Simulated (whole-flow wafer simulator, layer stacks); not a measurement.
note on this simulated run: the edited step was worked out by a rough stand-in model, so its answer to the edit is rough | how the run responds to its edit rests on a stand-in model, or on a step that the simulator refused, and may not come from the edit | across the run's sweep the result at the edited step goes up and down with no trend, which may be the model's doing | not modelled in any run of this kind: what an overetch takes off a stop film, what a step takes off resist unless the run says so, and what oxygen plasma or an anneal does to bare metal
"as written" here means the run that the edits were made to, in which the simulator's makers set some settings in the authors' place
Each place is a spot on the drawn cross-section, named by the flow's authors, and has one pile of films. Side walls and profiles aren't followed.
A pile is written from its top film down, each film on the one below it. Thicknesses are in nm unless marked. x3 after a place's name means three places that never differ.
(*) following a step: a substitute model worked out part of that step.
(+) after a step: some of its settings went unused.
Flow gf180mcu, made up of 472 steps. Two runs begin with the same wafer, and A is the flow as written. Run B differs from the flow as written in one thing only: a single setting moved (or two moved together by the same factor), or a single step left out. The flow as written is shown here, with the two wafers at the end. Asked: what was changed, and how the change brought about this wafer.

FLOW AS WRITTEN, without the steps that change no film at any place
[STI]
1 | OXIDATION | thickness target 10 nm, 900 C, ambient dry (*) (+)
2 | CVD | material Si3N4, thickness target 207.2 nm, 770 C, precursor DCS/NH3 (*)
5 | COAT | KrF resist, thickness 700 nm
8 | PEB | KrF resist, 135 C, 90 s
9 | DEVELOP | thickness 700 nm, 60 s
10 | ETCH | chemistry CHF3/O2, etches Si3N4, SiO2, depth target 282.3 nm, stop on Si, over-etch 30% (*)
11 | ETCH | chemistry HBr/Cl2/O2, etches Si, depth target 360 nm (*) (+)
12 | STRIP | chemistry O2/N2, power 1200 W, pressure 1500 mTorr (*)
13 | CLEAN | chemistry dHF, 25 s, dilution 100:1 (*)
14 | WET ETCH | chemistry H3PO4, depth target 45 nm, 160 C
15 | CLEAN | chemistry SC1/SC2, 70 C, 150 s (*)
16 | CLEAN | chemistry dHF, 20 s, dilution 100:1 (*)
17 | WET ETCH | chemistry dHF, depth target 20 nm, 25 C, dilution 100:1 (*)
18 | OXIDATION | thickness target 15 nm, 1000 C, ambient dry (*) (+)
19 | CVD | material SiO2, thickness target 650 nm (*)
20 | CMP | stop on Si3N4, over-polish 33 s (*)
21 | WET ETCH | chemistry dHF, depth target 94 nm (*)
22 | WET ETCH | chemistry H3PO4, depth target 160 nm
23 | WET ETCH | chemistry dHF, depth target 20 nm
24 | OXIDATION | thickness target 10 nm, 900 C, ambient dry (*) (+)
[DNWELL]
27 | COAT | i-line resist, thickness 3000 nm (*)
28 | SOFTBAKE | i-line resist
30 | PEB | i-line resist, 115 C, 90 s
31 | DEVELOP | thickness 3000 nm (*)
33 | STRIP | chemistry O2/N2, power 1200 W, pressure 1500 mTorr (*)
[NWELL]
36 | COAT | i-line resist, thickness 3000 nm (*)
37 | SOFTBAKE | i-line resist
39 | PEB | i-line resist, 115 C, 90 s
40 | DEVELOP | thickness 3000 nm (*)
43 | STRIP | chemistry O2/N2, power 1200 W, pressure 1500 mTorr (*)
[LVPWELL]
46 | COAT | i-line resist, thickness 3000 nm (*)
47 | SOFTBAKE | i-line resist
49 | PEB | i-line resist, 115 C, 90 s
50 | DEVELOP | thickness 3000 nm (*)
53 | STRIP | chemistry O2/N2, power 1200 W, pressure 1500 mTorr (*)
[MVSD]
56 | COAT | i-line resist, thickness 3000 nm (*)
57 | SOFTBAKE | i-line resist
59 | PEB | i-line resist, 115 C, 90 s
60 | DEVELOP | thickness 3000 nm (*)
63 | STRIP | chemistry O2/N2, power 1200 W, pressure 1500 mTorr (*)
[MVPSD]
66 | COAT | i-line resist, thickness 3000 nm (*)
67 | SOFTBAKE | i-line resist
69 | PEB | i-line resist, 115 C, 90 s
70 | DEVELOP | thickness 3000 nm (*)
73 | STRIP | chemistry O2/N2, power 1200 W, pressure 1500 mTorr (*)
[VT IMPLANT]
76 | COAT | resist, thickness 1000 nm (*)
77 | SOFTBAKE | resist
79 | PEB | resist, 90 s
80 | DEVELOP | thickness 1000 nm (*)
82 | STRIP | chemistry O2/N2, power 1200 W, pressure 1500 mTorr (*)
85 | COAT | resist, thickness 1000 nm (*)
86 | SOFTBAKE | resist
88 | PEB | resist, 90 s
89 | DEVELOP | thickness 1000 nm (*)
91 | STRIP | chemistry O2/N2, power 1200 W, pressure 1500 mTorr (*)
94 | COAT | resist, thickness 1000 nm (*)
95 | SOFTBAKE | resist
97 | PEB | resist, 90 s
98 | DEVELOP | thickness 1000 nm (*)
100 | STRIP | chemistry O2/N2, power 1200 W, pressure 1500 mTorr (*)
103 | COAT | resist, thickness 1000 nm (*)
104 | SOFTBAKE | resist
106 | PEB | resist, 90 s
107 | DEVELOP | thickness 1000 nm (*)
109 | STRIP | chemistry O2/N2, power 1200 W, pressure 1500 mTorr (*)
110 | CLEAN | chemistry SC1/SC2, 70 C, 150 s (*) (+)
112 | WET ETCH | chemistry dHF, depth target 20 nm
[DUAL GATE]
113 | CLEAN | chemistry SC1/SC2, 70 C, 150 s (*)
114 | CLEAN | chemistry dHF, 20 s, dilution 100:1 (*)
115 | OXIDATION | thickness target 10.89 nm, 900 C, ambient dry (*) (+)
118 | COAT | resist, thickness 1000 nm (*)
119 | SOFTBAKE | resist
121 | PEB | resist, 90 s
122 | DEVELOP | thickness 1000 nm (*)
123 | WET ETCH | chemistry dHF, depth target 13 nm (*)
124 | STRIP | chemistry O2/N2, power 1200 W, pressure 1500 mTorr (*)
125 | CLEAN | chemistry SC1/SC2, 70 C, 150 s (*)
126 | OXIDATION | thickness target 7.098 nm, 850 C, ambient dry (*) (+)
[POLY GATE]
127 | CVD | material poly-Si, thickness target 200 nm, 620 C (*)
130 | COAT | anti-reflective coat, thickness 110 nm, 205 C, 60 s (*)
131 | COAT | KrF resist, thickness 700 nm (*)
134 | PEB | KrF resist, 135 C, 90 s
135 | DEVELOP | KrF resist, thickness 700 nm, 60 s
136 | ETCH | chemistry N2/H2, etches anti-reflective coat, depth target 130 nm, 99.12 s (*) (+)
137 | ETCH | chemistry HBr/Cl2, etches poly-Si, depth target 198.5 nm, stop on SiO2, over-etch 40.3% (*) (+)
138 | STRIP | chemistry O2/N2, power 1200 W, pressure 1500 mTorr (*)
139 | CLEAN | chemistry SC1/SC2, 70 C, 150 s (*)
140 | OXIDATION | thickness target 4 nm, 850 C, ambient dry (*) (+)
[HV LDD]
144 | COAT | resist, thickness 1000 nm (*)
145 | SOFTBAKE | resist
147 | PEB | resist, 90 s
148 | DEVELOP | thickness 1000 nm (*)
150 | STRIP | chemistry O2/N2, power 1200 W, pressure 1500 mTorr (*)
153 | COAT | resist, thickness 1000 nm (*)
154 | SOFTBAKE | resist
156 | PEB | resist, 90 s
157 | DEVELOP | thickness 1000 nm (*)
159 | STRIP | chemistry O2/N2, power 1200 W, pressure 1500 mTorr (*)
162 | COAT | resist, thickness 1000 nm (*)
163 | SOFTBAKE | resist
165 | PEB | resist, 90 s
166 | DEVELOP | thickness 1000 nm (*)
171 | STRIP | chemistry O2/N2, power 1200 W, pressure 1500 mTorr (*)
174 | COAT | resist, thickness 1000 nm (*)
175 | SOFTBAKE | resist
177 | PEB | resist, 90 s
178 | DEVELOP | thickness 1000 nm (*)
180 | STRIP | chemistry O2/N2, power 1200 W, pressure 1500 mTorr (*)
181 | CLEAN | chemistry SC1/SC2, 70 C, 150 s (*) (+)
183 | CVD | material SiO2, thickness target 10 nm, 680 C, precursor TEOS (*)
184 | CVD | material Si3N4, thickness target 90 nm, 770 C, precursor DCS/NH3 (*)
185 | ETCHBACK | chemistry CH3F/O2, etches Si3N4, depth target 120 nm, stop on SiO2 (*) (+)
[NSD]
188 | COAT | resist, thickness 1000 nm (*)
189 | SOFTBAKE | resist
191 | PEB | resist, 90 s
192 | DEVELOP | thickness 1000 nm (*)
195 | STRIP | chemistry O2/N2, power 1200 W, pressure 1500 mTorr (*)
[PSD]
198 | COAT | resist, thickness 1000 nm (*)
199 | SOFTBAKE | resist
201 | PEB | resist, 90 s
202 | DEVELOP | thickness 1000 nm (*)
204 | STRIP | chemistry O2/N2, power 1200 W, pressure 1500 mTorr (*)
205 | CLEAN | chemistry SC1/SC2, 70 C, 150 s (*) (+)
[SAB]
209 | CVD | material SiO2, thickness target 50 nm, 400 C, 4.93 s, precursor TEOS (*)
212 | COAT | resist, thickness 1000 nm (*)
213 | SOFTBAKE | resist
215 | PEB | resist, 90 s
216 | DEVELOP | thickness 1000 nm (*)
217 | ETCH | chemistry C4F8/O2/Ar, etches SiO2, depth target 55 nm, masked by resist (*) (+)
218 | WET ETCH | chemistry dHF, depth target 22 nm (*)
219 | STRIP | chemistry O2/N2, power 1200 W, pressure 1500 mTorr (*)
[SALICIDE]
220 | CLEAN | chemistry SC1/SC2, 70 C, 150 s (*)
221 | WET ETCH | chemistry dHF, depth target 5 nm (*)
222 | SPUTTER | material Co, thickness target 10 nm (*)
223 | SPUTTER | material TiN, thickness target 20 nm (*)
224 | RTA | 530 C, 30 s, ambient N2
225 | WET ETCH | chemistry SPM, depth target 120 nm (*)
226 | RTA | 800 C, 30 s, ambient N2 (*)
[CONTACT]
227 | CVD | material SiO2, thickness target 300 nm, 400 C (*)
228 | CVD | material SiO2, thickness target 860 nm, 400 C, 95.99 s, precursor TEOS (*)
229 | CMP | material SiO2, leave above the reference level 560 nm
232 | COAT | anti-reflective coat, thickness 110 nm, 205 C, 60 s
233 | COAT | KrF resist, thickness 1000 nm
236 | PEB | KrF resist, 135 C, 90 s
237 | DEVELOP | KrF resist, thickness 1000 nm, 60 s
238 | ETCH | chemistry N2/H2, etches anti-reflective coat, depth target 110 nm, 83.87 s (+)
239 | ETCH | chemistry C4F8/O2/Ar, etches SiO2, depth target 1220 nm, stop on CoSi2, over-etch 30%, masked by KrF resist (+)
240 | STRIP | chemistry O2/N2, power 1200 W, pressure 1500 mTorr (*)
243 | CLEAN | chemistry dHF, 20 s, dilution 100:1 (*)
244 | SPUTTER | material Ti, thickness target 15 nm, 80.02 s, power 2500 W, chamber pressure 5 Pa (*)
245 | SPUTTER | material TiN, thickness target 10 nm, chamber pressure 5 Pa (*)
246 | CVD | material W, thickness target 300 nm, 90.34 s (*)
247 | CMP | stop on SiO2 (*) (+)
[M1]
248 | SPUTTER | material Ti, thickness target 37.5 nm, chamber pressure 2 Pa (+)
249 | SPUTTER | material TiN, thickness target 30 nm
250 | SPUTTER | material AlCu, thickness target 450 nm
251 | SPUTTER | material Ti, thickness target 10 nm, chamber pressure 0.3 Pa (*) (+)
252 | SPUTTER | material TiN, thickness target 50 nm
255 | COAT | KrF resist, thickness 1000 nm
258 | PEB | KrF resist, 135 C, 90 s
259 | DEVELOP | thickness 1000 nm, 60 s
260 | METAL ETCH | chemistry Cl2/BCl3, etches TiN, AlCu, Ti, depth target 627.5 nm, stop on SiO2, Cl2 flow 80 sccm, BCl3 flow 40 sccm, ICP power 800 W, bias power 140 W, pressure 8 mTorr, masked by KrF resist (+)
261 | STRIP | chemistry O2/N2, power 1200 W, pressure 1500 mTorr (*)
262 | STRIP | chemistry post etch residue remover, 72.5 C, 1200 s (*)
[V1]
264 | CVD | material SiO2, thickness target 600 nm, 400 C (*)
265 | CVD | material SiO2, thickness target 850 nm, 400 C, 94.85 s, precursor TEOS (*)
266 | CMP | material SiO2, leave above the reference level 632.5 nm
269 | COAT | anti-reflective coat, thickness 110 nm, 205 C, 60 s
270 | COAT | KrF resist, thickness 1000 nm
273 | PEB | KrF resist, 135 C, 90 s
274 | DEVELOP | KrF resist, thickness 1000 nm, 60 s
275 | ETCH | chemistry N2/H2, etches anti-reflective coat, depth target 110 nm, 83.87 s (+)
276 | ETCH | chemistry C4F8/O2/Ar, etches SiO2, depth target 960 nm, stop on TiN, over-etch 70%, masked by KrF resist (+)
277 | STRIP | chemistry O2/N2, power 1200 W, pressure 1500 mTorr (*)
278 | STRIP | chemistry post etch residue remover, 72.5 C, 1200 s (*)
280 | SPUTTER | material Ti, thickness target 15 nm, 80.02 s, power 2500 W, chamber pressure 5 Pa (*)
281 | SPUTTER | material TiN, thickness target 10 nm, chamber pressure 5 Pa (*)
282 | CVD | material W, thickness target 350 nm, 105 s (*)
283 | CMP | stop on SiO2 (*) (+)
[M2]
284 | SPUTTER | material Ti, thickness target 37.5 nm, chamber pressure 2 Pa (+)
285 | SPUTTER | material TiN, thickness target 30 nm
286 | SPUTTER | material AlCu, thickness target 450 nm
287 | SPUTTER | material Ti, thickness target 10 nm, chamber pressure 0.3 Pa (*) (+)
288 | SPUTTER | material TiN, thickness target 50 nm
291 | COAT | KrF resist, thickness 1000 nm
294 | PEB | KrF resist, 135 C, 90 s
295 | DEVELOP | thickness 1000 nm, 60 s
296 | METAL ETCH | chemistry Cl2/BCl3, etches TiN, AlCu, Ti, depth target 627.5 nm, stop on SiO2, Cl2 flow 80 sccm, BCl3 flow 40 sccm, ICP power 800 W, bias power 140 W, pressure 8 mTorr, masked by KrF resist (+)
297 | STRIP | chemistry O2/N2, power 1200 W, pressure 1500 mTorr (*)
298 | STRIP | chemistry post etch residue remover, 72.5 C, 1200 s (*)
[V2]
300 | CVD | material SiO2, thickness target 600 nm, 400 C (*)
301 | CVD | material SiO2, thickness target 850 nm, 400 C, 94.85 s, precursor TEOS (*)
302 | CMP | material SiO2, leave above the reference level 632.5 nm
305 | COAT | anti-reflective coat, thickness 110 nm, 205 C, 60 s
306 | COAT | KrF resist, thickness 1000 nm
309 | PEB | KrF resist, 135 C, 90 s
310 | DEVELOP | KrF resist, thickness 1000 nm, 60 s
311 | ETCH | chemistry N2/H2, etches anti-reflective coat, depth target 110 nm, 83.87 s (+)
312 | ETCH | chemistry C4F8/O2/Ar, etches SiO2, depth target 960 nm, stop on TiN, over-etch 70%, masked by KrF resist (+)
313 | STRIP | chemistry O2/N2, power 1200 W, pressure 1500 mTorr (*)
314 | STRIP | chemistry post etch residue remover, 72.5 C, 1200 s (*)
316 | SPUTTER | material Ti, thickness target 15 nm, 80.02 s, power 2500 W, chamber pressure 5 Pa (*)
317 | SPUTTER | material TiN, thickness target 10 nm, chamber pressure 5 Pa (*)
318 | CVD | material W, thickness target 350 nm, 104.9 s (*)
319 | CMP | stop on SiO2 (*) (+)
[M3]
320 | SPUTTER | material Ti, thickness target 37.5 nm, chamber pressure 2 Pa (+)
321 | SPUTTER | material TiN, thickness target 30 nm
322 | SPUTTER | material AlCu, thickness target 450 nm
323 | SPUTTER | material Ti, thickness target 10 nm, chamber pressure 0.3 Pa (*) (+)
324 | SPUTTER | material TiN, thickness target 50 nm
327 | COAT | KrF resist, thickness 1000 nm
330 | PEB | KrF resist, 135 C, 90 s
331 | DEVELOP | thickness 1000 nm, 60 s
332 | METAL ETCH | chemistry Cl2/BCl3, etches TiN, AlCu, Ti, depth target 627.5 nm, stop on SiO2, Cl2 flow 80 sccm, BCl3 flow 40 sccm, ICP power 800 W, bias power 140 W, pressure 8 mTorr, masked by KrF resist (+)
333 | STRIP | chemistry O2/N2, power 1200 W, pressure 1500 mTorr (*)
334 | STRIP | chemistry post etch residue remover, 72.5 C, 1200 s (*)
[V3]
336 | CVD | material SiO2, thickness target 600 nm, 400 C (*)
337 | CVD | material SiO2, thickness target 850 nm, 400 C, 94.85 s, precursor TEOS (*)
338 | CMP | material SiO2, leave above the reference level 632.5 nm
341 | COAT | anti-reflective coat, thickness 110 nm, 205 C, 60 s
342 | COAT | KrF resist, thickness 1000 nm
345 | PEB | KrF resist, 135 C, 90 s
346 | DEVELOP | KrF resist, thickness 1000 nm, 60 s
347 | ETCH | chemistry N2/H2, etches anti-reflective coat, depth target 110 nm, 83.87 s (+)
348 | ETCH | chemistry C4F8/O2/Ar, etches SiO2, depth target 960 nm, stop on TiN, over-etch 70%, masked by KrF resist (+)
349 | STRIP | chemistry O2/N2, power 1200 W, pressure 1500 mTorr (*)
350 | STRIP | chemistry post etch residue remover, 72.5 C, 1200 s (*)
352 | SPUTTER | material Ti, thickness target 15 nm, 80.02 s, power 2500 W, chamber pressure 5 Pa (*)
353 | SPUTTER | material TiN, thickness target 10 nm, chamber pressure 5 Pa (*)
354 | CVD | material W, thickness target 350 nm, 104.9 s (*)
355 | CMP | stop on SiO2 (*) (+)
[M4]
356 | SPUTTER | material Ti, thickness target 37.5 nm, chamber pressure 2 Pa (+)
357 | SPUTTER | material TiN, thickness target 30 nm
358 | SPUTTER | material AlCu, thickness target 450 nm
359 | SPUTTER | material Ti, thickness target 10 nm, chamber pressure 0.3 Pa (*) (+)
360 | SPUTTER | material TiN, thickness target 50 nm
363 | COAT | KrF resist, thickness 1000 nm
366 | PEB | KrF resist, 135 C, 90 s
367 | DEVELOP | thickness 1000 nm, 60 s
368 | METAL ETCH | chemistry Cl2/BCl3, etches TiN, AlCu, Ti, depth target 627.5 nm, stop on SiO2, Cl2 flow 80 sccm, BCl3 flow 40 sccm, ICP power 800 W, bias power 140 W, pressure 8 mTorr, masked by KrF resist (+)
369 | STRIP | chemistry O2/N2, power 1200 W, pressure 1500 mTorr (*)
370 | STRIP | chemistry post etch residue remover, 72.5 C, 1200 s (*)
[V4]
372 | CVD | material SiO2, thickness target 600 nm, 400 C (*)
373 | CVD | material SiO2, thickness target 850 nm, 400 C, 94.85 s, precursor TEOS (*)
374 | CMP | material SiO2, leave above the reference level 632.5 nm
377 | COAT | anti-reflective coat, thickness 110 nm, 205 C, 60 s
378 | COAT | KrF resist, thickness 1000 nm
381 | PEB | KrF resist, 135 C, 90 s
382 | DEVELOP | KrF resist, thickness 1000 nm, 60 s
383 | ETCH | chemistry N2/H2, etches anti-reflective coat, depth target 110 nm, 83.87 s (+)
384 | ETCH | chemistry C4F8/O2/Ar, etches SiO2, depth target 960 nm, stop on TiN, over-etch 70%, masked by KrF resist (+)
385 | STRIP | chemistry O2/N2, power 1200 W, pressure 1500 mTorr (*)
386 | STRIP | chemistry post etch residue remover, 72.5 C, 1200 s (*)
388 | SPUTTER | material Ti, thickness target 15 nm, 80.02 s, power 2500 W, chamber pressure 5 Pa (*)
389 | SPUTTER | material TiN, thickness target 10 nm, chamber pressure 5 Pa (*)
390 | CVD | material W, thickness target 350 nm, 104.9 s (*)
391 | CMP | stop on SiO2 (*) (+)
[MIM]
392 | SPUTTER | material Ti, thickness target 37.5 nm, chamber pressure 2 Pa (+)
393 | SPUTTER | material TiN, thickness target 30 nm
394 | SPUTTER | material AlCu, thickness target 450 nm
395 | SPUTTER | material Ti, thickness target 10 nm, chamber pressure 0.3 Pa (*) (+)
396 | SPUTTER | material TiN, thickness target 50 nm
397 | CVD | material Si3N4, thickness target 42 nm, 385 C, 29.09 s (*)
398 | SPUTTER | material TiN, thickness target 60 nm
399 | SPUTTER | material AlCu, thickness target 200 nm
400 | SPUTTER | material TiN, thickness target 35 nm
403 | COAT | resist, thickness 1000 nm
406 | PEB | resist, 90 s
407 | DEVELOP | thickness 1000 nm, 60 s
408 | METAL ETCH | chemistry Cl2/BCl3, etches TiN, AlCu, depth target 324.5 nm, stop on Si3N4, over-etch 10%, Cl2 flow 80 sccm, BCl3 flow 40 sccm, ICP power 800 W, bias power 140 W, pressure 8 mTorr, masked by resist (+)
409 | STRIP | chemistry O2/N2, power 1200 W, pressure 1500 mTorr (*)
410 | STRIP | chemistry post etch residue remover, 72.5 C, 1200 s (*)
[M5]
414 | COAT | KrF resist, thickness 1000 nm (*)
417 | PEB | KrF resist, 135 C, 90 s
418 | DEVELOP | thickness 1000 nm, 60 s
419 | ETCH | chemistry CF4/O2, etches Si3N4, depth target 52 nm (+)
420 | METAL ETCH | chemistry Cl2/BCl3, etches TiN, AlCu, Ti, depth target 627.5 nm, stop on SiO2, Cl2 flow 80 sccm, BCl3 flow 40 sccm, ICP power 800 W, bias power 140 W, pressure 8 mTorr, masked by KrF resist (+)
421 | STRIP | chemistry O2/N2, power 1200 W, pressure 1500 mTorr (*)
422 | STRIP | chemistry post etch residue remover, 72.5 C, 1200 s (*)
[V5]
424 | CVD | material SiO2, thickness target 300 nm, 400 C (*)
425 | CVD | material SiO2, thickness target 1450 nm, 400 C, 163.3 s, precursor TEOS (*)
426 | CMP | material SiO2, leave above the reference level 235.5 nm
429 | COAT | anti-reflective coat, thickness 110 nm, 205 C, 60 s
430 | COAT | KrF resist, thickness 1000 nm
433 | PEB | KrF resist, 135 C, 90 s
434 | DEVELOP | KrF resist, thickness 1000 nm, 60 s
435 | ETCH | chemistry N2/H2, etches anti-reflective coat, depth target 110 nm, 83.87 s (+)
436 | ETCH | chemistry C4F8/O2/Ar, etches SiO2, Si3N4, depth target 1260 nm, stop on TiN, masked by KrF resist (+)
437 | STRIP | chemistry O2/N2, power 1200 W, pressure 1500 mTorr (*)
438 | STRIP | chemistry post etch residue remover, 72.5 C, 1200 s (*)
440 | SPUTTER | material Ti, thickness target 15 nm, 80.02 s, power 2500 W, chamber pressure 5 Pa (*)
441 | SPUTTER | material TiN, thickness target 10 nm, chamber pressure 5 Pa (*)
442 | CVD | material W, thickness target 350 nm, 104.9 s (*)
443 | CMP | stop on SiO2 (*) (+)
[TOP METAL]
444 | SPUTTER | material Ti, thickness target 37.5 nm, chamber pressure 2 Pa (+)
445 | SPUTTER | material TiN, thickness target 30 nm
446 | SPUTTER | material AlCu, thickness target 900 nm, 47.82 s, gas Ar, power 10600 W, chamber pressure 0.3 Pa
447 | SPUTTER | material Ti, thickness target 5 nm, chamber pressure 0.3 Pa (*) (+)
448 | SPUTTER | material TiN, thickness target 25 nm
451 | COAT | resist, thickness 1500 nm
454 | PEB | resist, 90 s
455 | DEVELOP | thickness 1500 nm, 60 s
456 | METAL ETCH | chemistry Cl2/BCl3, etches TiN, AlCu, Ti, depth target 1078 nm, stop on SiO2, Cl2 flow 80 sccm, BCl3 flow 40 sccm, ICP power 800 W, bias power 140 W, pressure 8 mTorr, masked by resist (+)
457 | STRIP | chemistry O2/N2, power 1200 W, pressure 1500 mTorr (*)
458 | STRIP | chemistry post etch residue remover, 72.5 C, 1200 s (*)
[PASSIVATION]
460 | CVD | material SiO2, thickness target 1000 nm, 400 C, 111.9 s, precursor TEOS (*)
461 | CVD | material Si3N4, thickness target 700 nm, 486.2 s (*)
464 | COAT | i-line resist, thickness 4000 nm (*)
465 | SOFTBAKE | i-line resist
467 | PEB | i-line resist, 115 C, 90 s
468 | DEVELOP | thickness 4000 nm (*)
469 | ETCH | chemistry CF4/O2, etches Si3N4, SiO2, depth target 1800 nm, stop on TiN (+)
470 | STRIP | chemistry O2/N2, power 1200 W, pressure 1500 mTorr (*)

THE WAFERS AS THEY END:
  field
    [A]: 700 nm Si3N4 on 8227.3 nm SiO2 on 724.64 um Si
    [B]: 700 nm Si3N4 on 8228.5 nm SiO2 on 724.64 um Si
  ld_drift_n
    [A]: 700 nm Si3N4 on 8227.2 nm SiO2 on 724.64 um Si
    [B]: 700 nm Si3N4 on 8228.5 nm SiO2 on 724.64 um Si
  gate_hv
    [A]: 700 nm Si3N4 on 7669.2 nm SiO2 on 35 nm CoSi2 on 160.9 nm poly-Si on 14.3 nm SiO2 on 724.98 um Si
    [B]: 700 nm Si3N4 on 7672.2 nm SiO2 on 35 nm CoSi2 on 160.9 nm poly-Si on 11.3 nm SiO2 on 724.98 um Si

Cause: step 126, OXIDATION: thickness target 3.549 nm was run, whereas the flow has thickness target 7.098 nm.

The path from the change to this, step by step:
  126 | OXIDATION | thickness target 7.098 nm, 850 C, ambient dry (*) (+)
      gate_hv, active_hv, active_nat and 25 more: A +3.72 SiO2, -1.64 Si | B +0.8 SiO2, -0.35 Si
      active, n_well, p_well and 12 more: A +7.1 SiO2 (new film), -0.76 chemical SiO2 (all of it), -2.79 Si | B +3.55 SiO2 (new film), -0.76 chemical SiO2 (all of it), -1.23 Si
  145 | SOFTBAKE | resist
      active_nat: A +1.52 resist | B +2.56 resist
  154 | SOFTBAKE | resist
      active_nat: A +1.52 resist | B +2.56 resist
  163 | SOFTBAKE | resist
      active_nat: A +1.52 resist | B +2.56 resist
  175 | SOFTBAKE | resist
      active_nat: A +1.52 resist | B +2.56 resist
  189 | SOFTBAKE | resist
      field__w9: A +1.85 resist | B -1.05 resist
      active_hv: A +0.78 resist | B +0.19 resist
      (and at 1 other place as well)
  199 | SOFTBAKE | resist
      field__w9: A +1.85 resist | B -1.05 resist
      active_hv: A +0.78 resist | B +0.19 resist
      (and at 1 other place as well)
  218 | WET ETCH | chemistry dHF, depth target 22 nm (*)
      active, p_well, sd_n, iso_ptap_pw, iso_ntap_nw, iso_ptap_sub, vpnp_e: A -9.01 SiO2 (all of it) | B -5.84 SiO2 (all of it)
      ldn_tap, ldn_src, ldn_drn, ldp_tap, ldp_src, ldp_drn, ldp_gr: A -16 SiO2 (all of it) | B -13.2 SiO2 (all of it)
      (and at 9 other places as well)
  223 | SPUTTER | material TiN, thickness target 20 nm (*)
      field__w12: A +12 TiN (new film) | B +12.6 TiN (new film)
  225 | WET ETCH | chemistry SPM, depth target 120 nm (*)
      field__w12: A -12 TiN (all of it), -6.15 Co (all of it) | B -12.6 TiN (all of it), -6.16 Co (all of it)
